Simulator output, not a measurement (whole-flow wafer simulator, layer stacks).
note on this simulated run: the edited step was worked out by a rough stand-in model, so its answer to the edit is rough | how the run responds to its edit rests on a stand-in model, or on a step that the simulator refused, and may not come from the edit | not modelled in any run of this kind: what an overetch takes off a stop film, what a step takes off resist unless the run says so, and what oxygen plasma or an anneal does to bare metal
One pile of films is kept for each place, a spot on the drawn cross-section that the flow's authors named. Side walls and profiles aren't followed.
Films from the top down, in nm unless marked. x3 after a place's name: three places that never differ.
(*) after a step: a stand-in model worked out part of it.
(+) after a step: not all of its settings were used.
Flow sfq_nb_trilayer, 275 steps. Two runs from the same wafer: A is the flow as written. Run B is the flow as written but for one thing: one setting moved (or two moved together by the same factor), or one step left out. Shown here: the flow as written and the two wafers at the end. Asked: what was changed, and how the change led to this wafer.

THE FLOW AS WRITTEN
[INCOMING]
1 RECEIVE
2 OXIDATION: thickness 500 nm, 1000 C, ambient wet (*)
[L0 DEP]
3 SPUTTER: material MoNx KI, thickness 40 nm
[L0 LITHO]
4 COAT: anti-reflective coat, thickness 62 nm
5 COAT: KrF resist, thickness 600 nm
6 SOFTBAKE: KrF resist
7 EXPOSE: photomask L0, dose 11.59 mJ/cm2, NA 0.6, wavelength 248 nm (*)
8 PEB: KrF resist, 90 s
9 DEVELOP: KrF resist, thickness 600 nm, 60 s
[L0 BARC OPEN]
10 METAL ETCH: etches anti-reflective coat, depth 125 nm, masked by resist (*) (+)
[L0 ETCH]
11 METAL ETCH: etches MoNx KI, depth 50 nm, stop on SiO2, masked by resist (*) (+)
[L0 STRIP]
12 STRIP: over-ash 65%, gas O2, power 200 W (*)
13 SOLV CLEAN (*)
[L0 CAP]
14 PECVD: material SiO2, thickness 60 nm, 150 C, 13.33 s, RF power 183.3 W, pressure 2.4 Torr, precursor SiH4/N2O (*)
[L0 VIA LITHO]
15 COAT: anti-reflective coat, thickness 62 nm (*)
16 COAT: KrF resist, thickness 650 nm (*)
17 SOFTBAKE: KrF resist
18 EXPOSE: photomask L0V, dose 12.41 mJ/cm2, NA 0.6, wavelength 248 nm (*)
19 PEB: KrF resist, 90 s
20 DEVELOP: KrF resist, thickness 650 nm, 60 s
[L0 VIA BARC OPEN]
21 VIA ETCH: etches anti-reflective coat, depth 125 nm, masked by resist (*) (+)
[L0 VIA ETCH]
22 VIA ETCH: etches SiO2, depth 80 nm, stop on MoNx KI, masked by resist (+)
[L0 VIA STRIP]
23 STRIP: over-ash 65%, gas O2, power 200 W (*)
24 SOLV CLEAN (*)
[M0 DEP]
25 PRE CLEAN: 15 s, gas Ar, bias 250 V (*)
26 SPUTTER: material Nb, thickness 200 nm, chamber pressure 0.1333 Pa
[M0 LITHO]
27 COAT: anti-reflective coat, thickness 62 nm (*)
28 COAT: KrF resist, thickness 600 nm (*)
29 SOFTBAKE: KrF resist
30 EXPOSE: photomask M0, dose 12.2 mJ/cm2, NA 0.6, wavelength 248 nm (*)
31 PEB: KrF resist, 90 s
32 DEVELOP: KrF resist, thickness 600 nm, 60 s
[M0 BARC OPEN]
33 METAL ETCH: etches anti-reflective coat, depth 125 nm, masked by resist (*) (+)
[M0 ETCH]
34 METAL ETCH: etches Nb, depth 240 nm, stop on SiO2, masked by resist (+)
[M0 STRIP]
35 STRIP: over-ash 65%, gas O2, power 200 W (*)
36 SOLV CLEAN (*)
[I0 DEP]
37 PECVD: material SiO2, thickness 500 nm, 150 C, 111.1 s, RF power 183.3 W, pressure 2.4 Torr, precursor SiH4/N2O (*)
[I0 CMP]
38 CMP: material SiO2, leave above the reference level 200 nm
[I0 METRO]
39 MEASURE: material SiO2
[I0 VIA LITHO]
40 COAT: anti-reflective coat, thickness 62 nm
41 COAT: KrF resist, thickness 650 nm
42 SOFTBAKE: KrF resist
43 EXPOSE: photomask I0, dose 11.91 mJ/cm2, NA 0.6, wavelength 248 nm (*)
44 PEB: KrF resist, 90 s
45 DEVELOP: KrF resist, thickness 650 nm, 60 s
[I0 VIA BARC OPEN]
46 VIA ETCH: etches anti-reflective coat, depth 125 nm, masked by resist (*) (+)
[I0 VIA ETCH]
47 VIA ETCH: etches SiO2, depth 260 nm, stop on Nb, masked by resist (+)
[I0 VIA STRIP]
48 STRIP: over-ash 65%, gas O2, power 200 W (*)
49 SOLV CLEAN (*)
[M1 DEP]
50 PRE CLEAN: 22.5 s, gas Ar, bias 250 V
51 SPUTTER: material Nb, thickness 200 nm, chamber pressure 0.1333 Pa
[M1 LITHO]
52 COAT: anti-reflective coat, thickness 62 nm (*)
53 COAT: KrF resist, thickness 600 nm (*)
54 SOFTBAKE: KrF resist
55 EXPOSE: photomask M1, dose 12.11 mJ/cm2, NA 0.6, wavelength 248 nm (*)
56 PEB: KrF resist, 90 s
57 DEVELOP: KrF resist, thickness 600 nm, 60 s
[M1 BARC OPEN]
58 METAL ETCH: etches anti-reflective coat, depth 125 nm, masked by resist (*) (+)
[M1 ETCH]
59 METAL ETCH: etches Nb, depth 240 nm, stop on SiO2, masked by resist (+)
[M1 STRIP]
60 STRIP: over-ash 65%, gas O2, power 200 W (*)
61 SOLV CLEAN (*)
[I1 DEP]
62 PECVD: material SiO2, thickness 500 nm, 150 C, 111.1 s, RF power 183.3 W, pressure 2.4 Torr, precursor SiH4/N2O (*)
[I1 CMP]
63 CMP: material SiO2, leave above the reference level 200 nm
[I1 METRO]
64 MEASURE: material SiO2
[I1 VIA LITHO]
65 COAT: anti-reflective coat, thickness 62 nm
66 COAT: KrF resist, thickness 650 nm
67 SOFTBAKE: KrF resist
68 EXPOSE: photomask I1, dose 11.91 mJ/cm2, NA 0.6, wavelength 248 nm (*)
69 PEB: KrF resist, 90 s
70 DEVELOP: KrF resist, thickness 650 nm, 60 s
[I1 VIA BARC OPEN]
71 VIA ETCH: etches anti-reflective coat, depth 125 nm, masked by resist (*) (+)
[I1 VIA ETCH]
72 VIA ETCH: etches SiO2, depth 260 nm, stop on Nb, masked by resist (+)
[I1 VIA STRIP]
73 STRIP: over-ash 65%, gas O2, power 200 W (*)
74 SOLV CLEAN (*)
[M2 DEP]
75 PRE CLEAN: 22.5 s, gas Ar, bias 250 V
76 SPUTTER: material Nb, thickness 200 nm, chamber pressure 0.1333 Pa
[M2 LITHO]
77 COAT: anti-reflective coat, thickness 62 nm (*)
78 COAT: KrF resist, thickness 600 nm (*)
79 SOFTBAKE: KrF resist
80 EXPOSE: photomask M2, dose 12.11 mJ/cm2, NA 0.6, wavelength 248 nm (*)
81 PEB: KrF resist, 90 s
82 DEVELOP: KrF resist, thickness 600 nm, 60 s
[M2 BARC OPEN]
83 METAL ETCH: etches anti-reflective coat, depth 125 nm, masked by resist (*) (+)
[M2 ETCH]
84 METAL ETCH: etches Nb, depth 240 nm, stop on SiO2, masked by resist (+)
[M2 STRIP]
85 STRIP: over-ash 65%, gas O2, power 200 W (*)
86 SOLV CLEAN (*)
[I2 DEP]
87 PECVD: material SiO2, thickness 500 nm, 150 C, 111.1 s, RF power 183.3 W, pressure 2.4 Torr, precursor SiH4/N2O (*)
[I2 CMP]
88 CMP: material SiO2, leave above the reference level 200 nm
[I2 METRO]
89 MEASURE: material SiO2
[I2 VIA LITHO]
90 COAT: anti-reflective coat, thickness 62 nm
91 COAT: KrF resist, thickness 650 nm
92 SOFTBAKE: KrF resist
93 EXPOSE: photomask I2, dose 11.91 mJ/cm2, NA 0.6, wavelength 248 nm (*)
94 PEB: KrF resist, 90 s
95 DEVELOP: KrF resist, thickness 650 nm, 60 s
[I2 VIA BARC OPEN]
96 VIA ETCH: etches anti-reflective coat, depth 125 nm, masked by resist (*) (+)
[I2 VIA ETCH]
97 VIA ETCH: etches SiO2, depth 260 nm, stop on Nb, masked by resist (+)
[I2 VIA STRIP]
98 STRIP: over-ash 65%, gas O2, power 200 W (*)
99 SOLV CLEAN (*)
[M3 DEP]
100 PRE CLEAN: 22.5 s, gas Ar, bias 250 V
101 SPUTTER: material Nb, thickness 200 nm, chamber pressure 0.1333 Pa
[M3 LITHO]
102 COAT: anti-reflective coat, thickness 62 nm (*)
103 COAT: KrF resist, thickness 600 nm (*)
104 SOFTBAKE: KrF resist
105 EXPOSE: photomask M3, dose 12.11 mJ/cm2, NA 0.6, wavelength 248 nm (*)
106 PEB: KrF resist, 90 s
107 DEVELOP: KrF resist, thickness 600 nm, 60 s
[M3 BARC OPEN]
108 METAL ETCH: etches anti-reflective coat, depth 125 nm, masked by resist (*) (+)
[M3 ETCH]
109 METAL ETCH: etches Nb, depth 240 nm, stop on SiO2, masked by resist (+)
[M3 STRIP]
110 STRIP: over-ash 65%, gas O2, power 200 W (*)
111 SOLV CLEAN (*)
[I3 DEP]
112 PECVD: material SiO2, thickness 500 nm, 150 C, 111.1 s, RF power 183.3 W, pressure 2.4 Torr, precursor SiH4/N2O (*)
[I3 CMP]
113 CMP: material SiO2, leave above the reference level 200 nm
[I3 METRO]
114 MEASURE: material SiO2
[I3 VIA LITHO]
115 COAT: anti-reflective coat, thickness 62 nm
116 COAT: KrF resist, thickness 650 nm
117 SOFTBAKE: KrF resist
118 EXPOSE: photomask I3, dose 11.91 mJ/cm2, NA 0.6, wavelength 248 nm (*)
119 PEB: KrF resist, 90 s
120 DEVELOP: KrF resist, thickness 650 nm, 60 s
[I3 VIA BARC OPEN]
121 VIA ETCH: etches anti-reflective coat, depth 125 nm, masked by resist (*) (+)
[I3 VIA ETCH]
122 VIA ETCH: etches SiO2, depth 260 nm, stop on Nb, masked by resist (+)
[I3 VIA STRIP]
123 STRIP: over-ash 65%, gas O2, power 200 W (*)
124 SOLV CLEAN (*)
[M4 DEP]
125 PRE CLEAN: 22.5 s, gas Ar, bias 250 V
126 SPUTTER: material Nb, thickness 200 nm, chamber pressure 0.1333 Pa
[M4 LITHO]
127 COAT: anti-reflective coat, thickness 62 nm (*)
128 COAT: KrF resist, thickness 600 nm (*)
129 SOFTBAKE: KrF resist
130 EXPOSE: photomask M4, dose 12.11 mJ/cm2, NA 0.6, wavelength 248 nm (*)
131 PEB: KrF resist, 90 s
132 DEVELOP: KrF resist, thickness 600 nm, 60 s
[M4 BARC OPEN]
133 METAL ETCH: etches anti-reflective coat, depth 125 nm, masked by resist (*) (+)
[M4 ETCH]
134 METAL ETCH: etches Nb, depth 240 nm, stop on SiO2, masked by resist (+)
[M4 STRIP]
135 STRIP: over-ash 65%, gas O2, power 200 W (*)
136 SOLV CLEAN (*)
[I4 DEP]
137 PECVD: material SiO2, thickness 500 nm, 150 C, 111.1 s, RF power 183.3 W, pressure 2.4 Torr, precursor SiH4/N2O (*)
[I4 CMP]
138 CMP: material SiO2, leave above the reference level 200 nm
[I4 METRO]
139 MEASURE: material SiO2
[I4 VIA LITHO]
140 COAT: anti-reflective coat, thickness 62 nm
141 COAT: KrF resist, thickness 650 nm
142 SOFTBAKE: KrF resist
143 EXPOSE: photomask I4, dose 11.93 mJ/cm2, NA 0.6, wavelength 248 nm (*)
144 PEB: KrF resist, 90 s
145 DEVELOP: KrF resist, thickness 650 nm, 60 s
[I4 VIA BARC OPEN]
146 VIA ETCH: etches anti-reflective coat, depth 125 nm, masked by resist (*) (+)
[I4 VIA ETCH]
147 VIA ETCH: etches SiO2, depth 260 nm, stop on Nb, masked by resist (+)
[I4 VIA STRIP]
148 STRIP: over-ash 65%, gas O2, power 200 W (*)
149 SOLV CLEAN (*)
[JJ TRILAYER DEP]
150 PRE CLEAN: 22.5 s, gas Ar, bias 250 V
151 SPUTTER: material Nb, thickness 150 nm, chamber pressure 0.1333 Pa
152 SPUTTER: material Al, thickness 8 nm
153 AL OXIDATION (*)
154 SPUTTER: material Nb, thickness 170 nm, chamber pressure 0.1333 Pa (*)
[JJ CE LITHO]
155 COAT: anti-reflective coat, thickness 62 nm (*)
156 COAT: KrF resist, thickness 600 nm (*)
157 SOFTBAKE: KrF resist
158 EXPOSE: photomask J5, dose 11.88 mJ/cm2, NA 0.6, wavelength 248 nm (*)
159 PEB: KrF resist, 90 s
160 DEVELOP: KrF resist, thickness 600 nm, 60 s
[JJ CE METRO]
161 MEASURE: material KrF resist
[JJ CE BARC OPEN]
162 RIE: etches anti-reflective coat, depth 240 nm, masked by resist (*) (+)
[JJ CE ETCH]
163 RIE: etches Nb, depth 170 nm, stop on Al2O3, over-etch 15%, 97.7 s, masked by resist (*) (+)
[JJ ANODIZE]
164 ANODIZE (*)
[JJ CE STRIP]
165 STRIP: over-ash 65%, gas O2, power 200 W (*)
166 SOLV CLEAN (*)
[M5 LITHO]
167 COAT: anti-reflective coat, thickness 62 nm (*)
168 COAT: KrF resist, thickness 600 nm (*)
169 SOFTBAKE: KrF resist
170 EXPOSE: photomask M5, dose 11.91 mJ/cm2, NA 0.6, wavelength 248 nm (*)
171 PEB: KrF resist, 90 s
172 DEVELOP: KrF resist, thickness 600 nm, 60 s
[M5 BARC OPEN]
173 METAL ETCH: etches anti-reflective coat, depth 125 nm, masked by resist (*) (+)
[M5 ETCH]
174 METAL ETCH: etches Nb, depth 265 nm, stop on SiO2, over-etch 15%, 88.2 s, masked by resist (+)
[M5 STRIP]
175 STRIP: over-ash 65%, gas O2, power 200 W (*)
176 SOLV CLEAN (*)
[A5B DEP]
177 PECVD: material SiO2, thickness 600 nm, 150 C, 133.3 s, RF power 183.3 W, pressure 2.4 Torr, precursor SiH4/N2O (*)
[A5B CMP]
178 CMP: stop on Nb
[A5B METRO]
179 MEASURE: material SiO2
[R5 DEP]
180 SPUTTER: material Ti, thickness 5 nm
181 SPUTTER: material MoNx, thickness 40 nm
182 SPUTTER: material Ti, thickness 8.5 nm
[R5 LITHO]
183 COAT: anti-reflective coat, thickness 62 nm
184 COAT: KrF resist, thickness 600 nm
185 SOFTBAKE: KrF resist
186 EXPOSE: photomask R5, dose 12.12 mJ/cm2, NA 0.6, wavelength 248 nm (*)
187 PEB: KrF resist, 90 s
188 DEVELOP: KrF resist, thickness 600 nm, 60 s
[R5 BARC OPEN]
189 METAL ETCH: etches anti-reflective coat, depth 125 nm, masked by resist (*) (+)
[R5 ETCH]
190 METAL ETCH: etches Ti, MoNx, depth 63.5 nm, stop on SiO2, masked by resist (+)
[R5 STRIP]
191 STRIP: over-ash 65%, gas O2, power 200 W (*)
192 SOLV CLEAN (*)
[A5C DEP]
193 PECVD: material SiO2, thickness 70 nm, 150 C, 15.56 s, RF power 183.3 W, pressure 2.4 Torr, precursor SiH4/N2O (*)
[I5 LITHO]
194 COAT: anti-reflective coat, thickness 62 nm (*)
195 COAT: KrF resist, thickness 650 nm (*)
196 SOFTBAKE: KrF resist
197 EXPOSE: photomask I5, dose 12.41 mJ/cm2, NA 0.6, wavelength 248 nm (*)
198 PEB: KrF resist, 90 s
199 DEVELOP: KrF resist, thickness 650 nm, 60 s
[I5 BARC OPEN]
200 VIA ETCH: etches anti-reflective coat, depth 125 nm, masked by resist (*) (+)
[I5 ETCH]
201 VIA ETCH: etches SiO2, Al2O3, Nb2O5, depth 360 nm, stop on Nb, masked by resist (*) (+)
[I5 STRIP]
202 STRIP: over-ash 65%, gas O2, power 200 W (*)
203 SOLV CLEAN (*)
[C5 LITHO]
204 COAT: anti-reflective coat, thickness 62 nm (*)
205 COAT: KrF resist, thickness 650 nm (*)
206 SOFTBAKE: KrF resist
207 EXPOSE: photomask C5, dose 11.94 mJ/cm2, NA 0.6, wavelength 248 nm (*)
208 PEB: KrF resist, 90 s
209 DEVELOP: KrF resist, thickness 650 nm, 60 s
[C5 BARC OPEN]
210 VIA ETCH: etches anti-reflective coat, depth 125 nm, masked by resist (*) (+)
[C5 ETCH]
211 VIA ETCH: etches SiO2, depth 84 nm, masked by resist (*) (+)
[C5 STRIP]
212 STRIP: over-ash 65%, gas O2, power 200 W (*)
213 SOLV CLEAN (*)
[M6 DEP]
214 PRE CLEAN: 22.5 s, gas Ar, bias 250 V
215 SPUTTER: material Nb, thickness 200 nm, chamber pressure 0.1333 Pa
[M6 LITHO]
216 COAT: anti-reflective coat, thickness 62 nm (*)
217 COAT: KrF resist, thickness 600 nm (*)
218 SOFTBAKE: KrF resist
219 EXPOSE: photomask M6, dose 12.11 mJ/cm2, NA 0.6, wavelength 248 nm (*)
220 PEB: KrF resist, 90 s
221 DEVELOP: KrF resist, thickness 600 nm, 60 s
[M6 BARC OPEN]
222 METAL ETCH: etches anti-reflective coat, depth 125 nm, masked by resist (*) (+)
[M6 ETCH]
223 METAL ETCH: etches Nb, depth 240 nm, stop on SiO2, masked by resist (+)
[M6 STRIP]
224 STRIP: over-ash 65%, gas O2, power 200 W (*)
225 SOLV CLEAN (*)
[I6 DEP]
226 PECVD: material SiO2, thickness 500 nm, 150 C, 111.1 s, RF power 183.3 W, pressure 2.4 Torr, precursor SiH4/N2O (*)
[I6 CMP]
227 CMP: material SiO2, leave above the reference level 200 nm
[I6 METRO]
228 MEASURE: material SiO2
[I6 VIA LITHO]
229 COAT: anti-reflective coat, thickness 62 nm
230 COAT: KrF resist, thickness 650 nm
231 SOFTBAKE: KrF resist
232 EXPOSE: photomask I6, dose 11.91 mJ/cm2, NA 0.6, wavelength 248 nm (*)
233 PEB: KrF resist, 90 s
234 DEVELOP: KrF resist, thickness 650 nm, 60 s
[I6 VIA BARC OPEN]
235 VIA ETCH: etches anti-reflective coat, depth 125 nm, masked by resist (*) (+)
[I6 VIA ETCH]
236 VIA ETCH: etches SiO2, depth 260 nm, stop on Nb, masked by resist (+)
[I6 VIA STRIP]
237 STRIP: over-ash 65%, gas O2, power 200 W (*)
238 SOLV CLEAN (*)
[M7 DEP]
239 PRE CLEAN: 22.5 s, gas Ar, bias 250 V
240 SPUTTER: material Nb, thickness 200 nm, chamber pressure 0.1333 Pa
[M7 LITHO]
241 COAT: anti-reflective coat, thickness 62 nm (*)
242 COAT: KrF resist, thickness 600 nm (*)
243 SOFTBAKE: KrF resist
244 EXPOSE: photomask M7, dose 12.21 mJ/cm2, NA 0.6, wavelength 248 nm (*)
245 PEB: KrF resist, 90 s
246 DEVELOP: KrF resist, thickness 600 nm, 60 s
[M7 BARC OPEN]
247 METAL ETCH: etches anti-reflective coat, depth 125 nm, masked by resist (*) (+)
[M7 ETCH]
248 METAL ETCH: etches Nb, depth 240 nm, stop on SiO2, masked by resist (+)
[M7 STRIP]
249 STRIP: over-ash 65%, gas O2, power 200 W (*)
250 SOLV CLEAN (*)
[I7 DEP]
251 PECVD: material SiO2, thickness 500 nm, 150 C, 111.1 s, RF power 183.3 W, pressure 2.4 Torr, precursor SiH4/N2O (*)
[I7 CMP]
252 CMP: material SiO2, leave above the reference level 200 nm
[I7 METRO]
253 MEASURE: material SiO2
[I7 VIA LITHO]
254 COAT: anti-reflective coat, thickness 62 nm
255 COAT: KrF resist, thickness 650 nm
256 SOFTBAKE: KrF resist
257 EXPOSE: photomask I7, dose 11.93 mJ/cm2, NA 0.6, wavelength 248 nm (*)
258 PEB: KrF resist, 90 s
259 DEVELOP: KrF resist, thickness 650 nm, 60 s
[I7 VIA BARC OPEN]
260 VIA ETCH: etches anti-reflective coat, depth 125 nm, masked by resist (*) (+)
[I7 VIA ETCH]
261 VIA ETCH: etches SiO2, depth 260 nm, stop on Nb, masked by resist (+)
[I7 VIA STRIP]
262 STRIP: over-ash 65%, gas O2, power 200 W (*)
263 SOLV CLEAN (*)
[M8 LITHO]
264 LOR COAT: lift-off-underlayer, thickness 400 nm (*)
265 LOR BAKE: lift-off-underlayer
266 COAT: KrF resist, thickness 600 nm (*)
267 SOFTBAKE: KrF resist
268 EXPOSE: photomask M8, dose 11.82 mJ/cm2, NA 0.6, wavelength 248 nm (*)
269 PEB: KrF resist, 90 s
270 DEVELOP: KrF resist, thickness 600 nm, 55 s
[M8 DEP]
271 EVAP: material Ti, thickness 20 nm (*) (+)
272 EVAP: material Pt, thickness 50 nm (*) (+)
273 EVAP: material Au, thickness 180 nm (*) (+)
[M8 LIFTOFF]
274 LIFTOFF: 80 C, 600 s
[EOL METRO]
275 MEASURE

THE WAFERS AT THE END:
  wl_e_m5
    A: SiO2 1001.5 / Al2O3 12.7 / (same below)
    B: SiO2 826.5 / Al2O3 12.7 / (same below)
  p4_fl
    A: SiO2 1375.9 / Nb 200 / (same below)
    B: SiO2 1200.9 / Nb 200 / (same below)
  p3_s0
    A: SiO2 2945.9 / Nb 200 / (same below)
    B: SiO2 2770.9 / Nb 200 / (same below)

The cause: step 251, PECVD: thickness 225 nm was run, where the flow has thickness 500 nm; step 251, PECVD: 50 s was run, where the flow has 111.1 s.

How the change led to this, step by step:
  251 PECVD: material SiO2, thickness 500 nm, 150 C, 111.1 s, RF power 183.3 W, pressure 2.4 Torr, precursor SiH4/N2O (*)
      field_l, p4_fl, p4_fm and 56 more: A SiO2 +500 | B SiO2 +225
      v_sur, via_wl, via_w and 37 more: A SiO2 +500 (new film) | B SiO2 +225 (new film)
      (and at 7 more places)
  252 CMP: material SiO2, leave above the reference level 200 nm
      field_l, p4_fl, p4_fm and 56 more: A SiO2 -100 | B nothing
      field_r, lsp_l: A SiO2 -77.7 | B nothing
      (and at 45 more places)
  254 COAT: anti-reflective coat, thickness 62 nm
      wl_d_sl, wl_d_m1, wl_d_sr, wl_e_sl, m5r_space_l, m5r_space_r: A anti-reflective coat +62 (new film) | B anti-reflective coat +71.1 (new film)
      jj_sur, ce_l, c5j, sp_r, be_r: A anti-reflective coat +62 (new film) | B anti-reflective coat +54 (new film)
      (and at 83 more places)
  255 COAT: KrF resist, thickness 650 nm
      m0r_line_l, m0r_line_r, m6r_line_l, m6r_line_r: A KrF resist +650 (new film) | B KrF resist +684 (new film)
      m0r_space_l, m0r_space_r, m6r_space_l, m6r_space_r: A KrF resist +650 (new film) | B KrF resist +673 (new film)
      (and at 77 more places)
  259 DEVELOP: KrF resist, thickness 650 nm, 60 s
      via_wl: A KrF resist -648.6 (all of it) | B KrF resist -588.2 (all of it)
      via_w: A KrF resist -648.6 (all of it) | B KrF resist -597.8 (all of it)
      (and at 1 more place)
  260 VIA ETCH: etches anti-reflective coat, depth 125 nm, masked by resist (*) (+)
      field_l, v_sur, via_sp and 100 more: A KrF resist -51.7 | B KrF resist -42.9
      via_wl: A anti-reflective coat -62 (all of it), SiO2 -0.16 | B anti-reflective coat -51.1 (all of it), SiO2 -0.13
      (and at 2 more places)
  262 STRIP: over-ash 65%, gas O2, power 200 W (*)
      m0r_line_l, m0r_line_r, m6r_line_l, m6r_line_r: A KrF resist -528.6 (all of it), anti-reflective coat -62 (all of it) | B KrF resist -571.3 (all of it), anti-reflective coat -61.7 (all of it)
      m0r_space_l, m0r_space_r, m6r_space_l, m6r_space_r: A KrF resist -528.6 (all of it), anti-reflective coat -62 (all of it) | B KrF resist -560.3 (all of it), anti-reflective coat -81.3 (all of it)
      (and at 91 more places)
  264 LOR COAT: lift-off-underlayer, thickness 400 nm (*)
      m0r_line_l, m0r_line_r, m6r_line_l, m6r_line_r: A lift-off-underlayer +400 (new film) | B lift-off-underlayer +437.5 (new film)
      m0r_space_l, m0r_space_r, m6r_space_l, m6r_space_r: A lift-off-underlayer +400 (new film) | B lift-off-underlayer +453.6 (new film)
      (and at 83 more places)
  266 COAT: KrF resist, thickness 600 nm (*)
      m0r_line_l, m0r_line_r, m6r_line_l, m6r_line_r: A KrF resist +600 (new film) | B KrF resist +617.1 (new film)
      c5j, ce_r: A KrF resist +597.1 (new film) | B KrF resist +576.6 (new film)
      (and at 55 more places)
  270 DEVELOP: KrF resist, thickness 600 nm, 55 s
      field_l: A KrF resist -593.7 (all of it), lift-off-underlayer -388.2 (all of it) | B KrF resist -612.8 (all of it), lift-off-underlayer -447.8 (all of it)
      v_sur: A KrF resist -607.3 (all of it), lift-off-underlayer -369.4 (all of it) | B KrF resist -587.9 (all of it), lift-off-underlayer -304.4 (all of it)
      (and at 9 more places)
  274 LIFTOFF: 80 C, 600 s
      m0r_line_l, m0r_line_r, m6r_line_l, m6r_line_r: A Au -180 (all of it), Pt -50 (all of it), Ti -20 (all of it), KrF resist -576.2 (all of it), lift-off-underlayer -400 (all of it) | B Au -180 (all of it), Pt -50 (all of it), Ti -20 (all of it), KrF resist -593.3 (all of it), lift-off-underlayer -437.5 (all of it)
      m0r_space_l, m0r_space_r, m6r_space_l, m6r_space_r: A Au -180 (all of it), Pt -50 (all of it), Ti -20 (all of it), KrF resist -576.2 (all of it), lift-off-underlayer -400 (all of it) | B Au -180 (all of it), Pt -50 (all of it), Ti -20 (all of it), KrF resist -580.3 (all of it), lift-off-underlayer -453.6 (all of it)
      (and at 72 more places)
